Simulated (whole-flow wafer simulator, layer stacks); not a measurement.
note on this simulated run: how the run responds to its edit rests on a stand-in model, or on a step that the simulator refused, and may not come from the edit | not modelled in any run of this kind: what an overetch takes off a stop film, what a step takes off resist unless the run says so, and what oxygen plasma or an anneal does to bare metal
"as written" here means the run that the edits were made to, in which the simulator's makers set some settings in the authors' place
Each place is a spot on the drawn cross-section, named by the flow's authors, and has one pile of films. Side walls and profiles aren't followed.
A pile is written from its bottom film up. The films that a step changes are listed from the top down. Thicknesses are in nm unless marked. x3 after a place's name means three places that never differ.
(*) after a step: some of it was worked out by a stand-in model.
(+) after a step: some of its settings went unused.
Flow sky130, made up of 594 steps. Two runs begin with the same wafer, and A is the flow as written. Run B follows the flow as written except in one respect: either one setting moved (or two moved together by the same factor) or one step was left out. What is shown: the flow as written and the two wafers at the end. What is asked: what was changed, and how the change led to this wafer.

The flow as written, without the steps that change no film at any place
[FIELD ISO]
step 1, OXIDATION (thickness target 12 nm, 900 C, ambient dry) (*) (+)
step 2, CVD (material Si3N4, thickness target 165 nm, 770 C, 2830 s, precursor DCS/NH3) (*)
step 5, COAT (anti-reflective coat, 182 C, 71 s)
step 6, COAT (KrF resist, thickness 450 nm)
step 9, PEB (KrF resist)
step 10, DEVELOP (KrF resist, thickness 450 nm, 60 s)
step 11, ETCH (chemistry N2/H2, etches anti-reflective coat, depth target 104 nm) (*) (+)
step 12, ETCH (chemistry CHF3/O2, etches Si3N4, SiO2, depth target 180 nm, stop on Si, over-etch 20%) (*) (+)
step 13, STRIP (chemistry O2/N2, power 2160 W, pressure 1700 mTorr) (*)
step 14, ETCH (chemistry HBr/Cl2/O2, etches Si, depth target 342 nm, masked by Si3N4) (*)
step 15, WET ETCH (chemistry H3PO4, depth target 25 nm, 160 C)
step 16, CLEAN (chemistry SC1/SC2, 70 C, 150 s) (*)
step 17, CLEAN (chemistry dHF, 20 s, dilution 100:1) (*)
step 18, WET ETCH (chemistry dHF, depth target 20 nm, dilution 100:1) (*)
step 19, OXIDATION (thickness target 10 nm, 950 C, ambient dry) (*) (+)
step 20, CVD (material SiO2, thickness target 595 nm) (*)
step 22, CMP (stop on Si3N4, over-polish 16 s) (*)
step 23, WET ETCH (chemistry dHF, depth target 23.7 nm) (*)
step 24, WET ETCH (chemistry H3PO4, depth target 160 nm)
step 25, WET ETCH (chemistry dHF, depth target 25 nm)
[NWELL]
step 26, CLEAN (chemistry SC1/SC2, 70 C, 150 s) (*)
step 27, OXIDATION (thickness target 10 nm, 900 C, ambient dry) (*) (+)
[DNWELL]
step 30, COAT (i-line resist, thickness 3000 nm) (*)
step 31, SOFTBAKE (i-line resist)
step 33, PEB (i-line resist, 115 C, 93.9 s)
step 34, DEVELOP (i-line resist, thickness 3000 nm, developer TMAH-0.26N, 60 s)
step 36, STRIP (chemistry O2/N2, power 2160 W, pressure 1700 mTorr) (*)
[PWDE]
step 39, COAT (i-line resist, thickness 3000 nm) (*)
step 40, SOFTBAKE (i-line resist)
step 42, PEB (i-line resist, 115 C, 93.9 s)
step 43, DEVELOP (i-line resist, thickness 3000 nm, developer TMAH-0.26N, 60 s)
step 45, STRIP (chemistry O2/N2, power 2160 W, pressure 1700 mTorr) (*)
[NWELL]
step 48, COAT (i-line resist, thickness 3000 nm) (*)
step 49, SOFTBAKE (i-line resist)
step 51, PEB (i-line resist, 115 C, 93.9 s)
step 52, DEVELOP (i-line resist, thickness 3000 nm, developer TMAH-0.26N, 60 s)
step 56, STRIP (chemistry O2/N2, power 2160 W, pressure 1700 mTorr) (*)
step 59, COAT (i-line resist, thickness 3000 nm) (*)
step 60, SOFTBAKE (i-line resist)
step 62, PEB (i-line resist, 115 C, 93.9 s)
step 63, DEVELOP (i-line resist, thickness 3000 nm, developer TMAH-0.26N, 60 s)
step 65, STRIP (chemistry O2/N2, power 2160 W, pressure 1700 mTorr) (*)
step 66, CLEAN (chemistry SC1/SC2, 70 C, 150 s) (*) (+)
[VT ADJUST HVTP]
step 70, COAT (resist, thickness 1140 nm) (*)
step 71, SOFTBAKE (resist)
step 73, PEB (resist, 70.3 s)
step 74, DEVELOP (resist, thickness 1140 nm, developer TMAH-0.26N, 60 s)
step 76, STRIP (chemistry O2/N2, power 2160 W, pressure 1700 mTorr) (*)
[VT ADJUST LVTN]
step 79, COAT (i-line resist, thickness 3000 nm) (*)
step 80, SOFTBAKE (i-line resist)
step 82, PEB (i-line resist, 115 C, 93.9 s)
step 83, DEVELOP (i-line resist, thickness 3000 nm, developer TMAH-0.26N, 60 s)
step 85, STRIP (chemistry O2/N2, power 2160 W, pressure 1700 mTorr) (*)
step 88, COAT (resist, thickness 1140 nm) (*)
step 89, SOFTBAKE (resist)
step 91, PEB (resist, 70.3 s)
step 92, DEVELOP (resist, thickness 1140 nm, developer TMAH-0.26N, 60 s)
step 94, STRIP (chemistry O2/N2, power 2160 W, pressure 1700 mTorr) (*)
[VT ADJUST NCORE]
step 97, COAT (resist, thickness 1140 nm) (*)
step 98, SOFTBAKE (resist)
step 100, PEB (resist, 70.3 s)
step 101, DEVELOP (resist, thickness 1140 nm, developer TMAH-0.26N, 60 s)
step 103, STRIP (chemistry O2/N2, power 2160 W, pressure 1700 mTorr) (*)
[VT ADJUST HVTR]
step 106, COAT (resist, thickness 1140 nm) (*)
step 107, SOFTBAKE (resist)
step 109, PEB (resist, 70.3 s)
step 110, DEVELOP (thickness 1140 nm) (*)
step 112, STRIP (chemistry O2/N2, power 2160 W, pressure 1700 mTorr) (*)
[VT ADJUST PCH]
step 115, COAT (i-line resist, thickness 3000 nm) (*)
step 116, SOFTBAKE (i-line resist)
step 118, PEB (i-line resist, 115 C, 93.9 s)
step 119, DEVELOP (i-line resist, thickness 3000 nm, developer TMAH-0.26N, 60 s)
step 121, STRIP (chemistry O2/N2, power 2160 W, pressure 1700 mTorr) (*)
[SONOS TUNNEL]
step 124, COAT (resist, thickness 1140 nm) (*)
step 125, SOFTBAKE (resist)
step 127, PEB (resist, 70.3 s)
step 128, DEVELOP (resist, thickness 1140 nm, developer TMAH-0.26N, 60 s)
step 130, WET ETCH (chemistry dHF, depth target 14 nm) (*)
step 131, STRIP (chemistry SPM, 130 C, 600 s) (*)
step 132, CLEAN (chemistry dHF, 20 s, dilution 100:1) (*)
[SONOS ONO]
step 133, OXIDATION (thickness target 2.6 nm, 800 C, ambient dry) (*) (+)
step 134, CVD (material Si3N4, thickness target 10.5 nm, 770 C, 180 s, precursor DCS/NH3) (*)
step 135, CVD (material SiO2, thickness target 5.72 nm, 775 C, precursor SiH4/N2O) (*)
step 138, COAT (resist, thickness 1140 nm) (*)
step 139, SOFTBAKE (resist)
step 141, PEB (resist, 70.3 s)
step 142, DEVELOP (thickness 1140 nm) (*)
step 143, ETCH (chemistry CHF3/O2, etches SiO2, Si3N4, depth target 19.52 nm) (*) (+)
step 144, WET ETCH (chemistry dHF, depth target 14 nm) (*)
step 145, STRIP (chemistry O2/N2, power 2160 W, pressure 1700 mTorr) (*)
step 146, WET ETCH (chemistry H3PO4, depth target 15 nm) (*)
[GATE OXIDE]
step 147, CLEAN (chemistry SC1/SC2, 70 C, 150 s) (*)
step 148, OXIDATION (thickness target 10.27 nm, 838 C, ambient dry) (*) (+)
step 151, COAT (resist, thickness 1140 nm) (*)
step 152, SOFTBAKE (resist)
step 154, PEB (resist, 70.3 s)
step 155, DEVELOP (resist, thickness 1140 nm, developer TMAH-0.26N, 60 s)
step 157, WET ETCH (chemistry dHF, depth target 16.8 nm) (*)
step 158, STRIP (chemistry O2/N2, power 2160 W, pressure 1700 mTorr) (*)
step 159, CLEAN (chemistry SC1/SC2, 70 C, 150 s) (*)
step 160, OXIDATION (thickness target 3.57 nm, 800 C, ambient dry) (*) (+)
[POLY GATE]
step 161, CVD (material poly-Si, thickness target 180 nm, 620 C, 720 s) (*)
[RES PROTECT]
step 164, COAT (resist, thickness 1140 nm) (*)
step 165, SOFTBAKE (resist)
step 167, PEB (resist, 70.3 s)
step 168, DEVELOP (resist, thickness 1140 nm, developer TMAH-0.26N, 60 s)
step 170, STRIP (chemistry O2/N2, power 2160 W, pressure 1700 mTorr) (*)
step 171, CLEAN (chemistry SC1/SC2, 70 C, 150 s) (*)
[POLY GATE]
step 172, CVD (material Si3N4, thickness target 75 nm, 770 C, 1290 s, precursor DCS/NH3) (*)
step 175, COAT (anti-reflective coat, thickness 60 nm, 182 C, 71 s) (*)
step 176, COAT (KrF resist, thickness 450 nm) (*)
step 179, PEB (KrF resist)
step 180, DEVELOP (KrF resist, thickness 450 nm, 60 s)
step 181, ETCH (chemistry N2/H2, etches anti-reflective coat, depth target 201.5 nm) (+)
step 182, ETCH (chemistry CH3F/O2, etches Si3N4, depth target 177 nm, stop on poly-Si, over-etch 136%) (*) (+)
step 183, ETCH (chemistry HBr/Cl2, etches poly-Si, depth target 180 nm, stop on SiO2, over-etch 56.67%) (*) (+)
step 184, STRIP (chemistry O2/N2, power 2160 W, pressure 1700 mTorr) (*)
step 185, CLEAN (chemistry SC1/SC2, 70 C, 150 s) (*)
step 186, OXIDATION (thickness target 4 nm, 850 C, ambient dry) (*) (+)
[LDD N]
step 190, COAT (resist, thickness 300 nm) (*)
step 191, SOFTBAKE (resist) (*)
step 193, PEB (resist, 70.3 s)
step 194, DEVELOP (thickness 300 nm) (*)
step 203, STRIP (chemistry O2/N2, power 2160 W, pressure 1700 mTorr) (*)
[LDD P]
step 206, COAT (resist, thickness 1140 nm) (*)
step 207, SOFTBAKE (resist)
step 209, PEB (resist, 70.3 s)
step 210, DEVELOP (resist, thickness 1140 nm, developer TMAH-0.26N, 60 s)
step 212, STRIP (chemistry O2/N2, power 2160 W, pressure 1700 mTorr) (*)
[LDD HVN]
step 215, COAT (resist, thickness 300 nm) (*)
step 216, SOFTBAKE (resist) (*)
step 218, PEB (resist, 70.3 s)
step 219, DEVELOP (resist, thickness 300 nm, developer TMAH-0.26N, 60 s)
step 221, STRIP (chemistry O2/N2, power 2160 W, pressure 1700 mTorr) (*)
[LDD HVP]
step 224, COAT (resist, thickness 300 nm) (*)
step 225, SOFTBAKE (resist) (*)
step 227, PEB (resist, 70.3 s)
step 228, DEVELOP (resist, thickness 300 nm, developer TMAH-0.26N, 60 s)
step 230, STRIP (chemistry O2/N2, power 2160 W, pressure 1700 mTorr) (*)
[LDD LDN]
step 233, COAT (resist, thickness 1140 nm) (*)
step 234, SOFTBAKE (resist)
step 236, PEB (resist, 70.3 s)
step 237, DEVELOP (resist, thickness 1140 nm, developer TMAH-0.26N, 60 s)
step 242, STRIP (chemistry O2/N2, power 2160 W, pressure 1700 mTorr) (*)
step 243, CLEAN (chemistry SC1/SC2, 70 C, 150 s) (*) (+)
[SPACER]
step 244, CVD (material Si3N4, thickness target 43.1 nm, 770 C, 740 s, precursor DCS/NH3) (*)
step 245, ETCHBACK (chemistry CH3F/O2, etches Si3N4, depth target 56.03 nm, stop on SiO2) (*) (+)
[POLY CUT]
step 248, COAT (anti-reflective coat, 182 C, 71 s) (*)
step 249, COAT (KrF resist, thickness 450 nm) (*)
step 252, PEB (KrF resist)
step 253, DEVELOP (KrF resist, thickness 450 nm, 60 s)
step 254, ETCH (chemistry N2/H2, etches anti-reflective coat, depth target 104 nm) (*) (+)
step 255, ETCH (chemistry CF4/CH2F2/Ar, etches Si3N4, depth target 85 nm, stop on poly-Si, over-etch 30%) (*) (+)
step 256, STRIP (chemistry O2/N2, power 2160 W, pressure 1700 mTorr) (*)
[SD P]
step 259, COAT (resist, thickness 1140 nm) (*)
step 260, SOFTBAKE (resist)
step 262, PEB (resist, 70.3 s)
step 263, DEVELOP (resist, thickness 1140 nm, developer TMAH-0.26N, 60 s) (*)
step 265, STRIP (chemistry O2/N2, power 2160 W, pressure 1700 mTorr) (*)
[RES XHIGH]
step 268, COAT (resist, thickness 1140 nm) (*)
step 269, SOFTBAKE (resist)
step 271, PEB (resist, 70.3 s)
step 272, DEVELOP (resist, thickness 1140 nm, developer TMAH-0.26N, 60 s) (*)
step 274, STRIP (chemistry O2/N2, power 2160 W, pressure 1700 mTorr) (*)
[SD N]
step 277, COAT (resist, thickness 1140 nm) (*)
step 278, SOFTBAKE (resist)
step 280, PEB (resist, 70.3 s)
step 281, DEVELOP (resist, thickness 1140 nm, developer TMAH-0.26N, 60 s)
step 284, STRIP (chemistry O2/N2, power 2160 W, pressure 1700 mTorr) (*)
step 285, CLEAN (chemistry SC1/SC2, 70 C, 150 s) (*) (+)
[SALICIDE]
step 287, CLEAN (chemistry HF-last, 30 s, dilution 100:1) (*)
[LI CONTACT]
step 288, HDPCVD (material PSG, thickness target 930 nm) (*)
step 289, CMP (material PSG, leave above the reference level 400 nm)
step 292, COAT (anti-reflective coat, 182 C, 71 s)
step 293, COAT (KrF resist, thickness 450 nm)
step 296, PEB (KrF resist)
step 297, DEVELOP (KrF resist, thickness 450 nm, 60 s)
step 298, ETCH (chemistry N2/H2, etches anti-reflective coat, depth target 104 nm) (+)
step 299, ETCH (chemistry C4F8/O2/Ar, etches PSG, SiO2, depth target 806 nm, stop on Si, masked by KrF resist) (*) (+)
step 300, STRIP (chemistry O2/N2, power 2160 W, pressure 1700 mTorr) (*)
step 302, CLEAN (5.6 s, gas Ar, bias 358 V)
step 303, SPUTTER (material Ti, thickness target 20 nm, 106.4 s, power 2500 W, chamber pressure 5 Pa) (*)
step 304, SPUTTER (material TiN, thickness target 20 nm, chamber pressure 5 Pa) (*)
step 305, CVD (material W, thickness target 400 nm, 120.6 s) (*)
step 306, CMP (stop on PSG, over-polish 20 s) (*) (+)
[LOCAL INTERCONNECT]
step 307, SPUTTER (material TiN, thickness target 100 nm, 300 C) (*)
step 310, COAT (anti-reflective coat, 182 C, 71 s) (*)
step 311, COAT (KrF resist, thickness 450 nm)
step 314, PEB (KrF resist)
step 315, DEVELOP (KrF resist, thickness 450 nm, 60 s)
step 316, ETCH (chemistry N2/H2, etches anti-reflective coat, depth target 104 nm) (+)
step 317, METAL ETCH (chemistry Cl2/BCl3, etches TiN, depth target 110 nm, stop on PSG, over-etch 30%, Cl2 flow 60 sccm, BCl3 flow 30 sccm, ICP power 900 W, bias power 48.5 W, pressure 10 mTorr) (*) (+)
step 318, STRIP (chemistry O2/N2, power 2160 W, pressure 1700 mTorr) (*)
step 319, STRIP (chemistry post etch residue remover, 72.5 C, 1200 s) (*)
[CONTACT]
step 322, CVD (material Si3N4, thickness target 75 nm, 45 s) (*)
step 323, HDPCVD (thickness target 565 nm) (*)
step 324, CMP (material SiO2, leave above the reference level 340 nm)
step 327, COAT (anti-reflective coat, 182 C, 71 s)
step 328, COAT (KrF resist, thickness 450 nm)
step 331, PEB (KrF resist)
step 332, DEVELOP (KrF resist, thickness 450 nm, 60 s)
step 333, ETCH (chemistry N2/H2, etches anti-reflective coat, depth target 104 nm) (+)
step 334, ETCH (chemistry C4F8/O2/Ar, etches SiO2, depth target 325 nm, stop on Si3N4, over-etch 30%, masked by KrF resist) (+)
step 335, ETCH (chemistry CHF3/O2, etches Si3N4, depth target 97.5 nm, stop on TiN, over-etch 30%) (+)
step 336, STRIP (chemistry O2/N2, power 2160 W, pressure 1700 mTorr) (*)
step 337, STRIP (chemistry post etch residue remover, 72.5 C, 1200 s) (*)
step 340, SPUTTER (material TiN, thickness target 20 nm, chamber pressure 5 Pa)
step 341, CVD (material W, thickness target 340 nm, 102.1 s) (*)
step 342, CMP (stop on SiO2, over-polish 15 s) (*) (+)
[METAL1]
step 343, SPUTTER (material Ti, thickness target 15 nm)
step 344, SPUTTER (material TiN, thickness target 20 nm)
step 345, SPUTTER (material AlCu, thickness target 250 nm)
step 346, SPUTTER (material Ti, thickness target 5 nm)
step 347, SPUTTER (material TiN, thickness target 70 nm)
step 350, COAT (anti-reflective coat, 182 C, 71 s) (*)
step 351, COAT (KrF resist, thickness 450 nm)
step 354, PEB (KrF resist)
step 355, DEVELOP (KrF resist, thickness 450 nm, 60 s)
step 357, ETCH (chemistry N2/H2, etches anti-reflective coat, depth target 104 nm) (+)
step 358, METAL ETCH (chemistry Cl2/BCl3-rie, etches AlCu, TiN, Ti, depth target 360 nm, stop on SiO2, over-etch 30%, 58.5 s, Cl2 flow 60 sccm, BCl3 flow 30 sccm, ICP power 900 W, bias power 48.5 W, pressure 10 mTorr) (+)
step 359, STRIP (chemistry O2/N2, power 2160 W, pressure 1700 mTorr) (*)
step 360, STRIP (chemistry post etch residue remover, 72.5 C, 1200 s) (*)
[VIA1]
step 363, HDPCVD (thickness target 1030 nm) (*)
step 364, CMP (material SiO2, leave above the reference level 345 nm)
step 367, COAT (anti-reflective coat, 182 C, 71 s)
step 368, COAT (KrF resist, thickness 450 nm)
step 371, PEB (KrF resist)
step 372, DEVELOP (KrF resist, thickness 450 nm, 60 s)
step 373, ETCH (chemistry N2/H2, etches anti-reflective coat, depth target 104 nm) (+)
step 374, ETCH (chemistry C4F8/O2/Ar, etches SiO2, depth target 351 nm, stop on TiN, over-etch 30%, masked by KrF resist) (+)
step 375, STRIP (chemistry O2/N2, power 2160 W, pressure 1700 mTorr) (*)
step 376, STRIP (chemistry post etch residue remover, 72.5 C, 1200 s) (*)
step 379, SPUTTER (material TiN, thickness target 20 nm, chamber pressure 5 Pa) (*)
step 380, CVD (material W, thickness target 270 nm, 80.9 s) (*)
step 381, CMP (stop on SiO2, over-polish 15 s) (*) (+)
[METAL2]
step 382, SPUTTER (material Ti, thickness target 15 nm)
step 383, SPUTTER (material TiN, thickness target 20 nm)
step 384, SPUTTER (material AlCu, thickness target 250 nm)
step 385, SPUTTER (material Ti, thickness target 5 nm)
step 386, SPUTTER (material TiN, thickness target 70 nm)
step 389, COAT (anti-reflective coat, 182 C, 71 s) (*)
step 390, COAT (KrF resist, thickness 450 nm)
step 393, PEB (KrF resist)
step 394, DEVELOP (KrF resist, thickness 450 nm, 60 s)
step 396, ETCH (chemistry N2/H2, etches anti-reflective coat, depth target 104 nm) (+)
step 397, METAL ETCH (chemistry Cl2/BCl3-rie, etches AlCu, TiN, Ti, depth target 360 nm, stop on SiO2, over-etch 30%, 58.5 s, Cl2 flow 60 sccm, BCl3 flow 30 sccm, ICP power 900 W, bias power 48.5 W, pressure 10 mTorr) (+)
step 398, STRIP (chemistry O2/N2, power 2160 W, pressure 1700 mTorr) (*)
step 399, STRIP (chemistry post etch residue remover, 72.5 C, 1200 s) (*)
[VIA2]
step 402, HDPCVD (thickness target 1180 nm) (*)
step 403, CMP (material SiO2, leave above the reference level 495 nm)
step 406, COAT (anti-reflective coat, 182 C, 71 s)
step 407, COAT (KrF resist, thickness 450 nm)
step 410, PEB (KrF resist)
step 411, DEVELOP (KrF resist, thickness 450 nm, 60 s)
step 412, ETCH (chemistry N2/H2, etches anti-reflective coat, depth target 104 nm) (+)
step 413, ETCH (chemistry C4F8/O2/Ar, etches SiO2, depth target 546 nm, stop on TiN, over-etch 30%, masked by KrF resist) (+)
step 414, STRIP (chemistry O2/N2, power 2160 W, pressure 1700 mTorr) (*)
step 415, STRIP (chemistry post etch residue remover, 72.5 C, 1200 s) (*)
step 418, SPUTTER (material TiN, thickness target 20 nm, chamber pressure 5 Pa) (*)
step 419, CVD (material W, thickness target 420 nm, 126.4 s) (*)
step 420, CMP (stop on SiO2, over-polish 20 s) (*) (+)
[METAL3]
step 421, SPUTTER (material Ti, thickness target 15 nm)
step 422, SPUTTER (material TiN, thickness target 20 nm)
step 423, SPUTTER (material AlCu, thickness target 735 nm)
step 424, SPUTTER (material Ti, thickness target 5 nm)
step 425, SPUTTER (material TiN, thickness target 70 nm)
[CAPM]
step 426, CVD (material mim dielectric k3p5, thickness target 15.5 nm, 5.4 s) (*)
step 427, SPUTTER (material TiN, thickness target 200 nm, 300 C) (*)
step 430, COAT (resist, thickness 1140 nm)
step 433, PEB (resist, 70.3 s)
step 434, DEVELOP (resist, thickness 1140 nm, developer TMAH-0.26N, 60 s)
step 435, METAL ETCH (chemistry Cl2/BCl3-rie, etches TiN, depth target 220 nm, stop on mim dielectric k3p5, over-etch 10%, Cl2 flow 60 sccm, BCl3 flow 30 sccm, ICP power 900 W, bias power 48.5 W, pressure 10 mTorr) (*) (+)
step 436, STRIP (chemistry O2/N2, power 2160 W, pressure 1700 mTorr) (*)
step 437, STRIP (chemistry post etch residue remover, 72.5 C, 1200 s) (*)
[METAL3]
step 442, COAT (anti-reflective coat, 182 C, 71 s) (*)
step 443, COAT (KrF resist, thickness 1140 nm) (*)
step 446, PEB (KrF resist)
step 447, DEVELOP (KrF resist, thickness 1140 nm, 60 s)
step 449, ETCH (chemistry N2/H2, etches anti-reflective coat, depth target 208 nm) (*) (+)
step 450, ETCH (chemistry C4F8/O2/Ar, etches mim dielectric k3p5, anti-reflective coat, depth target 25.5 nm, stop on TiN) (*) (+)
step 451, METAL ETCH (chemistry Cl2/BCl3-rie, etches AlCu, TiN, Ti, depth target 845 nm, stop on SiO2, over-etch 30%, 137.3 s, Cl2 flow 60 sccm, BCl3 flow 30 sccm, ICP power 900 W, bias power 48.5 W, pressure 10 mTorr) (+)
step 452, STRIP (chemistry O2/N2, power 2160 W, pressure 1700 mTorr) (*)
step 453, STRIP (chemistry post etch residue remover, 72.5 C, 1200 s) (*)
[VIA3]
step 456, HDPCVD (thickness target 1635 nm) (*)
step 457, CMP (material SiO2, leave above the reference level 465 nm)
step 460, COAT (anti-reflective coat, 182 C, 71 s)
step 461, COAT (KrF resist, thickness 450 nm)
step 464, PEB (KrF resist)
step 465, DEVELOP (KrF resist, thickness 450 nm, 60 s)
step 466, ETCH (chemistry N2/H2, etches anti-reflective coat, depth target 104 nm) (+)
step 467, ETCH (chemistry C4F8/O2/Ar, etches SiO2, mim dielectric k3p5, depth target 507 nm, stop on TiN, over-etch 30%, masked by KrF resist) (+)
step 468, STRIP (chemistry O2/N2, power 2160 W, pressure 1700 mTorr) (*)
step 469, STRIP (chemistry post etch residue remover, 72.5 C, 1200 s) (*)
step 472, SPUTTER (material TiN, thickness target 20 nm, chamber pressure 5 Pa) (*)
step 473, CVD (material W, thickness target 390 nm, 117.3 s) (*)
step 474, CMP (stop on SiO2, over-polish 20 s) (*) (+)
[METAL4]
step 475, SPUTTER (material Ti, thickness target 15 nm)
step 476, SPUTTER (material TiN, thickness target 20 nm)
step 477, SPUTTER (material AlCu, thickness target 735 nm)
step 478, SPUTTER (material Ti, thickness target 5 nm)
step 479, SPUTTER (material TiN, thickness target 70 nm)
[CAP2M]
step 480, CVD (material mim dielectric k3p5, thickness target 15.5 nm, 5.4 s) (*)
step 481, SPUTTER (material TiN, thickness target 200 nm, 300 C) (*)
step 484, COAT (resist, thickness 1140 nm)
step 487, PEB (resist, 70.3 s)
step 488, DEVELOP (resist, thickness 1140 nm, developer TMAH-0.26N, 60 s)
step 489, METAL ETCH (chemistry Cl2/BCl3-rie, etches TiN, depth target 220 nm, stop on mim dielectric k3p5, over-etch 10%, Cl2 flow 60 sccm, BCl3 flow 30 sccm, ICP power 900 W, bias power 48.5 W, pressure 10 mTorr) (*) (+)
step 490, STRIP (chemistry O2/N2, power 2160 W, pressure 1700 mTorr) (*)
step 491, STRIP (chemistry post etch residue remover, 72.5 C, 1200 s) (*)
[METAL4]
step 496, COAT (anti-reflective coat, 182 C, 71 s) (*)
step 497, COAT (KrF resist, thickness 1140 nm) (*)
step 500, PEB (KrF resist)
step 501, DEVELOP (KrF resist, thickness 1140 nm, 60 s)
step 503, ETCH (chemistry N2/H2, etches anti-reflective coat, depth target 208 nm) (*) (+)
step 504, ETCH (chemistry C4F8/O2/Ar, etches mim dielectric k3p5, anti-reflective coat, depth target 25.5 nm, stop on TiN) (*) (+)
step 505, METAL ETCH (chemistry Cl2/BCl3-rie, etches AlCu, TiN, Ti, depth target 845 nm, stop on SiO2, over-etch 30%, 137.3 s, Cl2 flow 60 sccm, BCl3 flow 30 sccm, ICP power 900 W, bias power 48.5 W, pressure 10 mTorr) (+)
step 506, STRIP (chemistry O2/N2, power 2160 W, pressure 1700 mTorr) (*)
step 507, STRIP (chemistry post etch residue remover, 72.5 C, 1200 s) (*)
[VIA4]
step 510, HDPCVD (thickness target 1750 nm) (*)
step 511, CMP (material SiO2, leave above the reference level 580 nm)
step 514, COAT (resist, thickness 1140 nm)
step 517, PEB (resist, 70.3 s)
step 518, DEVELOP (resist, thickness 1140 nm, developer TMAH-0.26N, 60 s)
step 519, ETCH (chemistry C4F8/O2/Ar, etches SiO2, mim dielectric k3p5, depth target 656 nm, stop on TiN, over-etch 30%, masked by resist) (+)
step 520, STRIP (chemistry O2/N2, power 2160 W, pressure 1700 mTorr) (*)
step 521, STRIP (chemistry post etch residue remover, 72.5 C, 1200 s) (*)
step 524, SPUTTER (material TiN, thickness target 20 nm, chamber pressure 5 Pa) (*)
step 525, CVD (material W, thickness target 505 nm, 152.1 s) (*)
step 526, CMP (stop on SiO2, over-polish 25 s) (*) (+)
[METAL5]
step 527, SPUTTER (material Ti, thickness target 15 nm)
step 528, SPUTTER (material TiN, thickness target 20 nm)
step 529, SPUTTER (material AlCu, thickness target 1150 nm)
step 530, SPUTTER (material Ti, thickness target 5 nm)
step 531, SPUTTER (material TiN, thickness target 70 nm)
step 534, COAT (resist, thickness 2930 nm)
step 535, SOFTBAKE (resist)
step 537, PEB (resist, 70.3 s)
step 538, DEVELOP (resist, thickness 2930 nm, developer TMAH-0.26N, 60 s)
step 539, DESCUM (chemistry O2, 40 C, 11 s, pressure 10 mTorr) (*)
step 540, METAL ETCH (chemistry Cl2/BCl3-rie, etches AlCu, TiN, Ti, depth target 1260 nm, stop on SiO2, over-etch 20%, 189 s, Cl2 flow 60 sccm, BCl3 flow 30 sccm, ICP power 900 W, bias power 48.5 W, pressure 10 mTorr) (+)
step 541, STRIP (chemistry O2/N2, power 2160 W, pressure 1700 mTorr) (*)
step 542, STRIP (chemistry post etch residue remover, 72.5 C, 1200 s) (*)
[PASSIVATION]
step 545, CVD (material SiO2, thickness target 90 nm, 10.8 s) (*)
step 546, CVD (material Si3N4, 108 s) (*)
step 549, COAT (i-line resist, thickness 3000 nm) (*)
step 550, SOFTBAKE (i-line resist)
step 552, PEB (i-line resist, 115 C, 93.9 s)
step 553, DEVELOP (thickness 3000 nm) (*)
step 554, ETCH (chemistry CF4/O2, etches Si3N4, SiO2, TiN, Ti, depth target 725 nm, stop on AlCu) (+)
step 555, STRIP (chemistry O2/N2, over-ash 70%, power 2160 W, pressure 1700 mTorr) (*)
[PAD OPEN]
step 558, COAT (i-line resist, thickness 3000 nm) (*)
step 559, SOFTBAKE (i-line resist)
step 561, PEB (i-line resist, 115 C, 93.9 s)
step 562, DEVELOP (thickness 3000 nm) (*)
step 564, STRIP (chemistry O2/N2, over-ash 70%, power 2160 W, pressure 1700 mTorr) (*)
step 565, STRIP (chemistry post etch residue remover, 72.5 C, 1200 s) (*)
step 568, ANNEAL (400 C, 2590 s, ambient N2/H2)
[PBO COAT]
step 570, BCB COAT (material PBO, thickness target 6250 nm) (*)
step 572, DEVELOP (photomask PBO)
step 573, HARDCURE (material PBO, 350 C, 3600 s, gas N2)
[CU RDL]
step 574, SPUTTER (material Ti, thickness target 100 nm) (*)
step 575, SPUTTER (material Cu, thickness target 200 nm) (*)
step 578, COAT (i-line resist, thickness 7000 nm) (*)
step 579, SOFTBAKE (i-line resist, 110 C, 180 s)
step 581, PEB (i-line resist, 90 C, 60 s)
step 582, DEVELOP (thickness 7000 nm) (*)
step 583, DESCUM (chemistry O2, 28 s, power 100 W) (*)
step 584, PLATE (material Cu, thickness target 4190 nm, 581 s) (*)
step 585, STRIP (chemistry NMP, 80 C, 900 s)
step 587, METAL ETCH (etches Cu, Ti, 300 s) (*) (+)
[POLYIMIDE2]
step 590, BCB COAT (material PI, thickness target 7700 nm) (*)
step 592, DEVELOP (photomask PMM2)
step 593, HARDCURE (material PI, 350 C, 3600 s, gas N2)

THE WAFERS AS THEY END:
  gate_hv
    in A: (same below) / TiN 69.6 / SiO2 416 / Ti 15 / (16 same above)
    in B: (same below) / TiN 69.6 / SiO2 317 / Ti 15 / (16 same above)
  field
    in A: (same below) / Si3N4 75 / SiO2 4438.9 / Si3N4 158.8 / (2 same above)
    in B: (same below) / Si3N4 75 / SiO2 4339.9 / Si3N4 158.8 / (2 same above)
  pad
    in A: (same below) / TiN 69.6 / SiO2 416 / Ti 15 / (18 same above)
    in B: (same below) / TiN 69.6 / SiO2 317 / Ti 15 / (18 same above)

Cause: step 403, CMP: leave above the reference level 396 nm was run, though the flow has leave above the reference level 495 nm.

The path from the change to this, step by step:
  step 403, CMP (material SiO2, leave above the reference level 495 nm)
      n_well, p_well, gate_hv and 101 more: A -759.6 SiO2 | B -858.6 SiO2
      field, active, gate and 82 more: A -389.1 SiO2 | B -488.1 SiO2
      (as well as at 2 more places)
  step 413, ETCH (chemistry C4F8/O2/Ar, etches SiO2, depth target 546 nm, stop on TiN, over-etch 30%, masked by KrF resist) (+)
      field, active, n_well and 186 more: A -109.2 KrF resist | B -83.5 KrF resist
      m1: A -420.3 SiO2 (all of it) | B -321.3 SiO2 (all of it)
      (as well as at 1 more place)
  step 414, STRIP (chemistry O2/N2, power 2160 W, pressure 1700 mTorr) (*)
      field, active, n_well and 186 more: A -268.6 KrF resist (all of it), -80 anti-reflective coat (all of it) | B -294.3 KrF resist (all of it), -80 anti-reflective coat (all of it)
  step 418, SPUTTER (material TiN, thickness target 20 nm, chamber pressure 5 Pa) (*)
      m1, via2_hole: A +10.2 TiN | B +11.5 TiN
  step 419, CVD (material W, thickness target 420 nm, 126.4 s) (*)
      m1: A +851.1 W (new film) | B +750.8 W (new film)
      via2_hole: A +850.7 W (new film) | B +750.3 W (new film)
